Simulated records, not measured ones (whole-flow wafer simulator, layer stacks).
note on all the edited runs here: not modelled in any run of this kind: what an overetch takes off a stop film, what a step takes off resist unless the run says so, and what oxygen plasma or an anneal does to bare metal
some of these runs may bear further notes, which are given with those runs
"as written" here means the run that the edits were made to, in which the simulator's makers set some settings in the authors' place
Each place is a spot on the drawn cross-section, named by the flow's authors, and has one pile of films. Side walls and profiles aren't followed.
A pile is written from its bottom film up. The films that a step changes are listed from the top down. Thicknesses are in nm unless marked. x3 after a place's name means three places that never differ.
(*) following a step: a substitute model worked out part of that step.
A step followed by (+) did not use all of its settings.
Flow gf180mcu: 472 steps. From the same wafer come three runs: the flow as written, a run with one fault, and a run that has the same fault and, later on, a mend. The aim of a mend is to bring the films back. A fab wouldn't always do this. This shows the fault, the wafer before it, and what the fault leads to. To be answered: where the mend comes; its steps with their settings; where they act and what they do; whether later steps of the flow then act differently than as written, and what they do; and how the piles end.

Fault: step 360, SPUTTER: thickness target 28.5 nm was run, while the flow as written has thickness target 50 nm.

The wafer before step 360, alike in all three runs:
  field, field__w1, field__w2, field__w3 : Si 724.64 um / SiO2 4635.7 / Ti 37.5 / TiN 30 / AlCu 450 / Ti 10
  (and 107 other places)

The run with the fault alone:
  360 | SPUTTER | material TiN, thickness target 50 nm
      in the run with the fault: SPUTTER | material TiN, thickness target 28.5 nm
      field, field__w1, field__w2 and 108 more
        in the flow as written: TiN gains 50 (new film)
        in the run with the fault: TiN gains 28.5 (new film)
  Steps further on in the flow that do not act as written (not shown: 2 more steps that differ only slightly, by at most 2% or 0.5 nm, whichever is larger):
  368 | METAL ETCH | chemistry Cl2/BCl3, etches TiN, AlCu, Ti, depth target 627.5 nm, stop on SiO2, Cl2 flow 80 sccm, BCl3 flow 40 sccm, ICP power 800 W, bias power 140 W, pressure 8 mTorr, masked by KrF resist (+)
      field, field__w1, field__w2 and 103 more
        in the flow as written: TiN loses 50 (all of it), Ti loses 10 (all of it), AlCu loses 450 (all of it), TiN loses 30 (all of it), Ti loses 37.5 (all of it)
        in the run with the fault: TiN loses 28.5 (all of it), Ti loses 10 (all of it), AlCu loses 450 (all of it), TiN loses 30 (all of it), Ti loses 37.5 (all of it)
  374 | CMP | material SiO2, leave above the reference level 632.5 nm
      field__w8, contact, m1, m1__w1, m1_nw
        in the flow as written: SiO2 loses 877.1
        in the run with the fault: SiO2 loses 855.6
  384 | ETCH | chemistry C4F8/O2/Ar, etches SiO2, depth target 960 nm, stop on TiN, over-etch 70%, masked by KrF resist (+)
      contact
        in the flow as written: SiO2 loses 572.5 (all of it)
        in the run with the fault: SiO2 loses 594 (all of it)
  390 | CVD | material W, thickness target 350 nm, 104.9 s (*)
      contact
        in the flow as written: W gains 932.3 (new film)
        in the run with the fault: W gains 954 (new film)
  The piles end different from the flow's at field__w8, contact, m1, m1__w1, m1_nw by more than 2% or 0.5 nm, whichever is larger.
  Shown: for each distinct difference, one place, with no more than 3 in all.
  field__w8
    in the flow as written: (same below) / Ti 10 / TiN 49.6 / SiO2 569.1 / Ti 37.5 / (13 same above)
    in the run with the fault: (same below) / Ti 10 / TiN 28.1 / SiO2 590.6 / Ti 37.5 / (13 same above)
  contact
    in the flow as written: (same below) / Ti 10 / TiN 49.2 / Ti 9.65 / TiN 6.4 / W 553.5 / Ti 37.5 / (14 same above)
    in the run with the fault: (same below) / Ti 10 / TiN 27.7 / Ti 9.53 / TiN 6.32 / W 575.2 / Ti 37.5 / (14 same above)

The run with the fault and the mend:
  The mend follows step 367.
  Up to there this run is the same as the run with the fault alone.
  367a | STRIP | chemistry O2/N2, power 2160 W, pressure 1700 mTorr (*)
      field__w8, contact, m1, m1__w1, m1_nw
        KrF resist loses 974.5 (all of it)
  367b | SPUTTER | material TiN, thickness target 21.5 nm (a further turn of the flow's step 360, with different settings)
      field, field__w1, field__w2 and 108 more
        TiN gains 21.5
  367c | HMDS | 120 C, 60 s (a further turn of the flow's step 362)
      alters no film at any place that is followed
  367d | COAT | KrF resist, thickness 1000 nm (a further turn of the flow's step 363)
      field, field__w1, field__w2 and 108 more
        KrF resist gains 1000 (new film)
  367e | SOFTBAKE | KrF resist (a further turn of the flow's step 364)
      alters no film at any place that is followed
  367f | EXPOSE | photomask Metal4 (a further turn of the flow's step 365)
      alters no film at any place that is followed
  367g | PEB | KrF resist, 135 C, 90 s (a further turn of the flow's step 366)
      field, field__w1, field__w2 and 108 more
        KrF resist loses 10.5
  367h | DEVELOP | thickness 1000 nm, 60 s (a further turn of the flow's step 367)
      field, field__w1, field__w2 and 103 more
        KrF resist loses 989.5 (all of it)
      field__w8, contact, m1, m1__w1, m1_nw
        KrF resist loses 14.9
  None of the later steps of the flow acts differently than as written at any place that is followed.
  At every place that both follow, the piles at the end match the flow's.
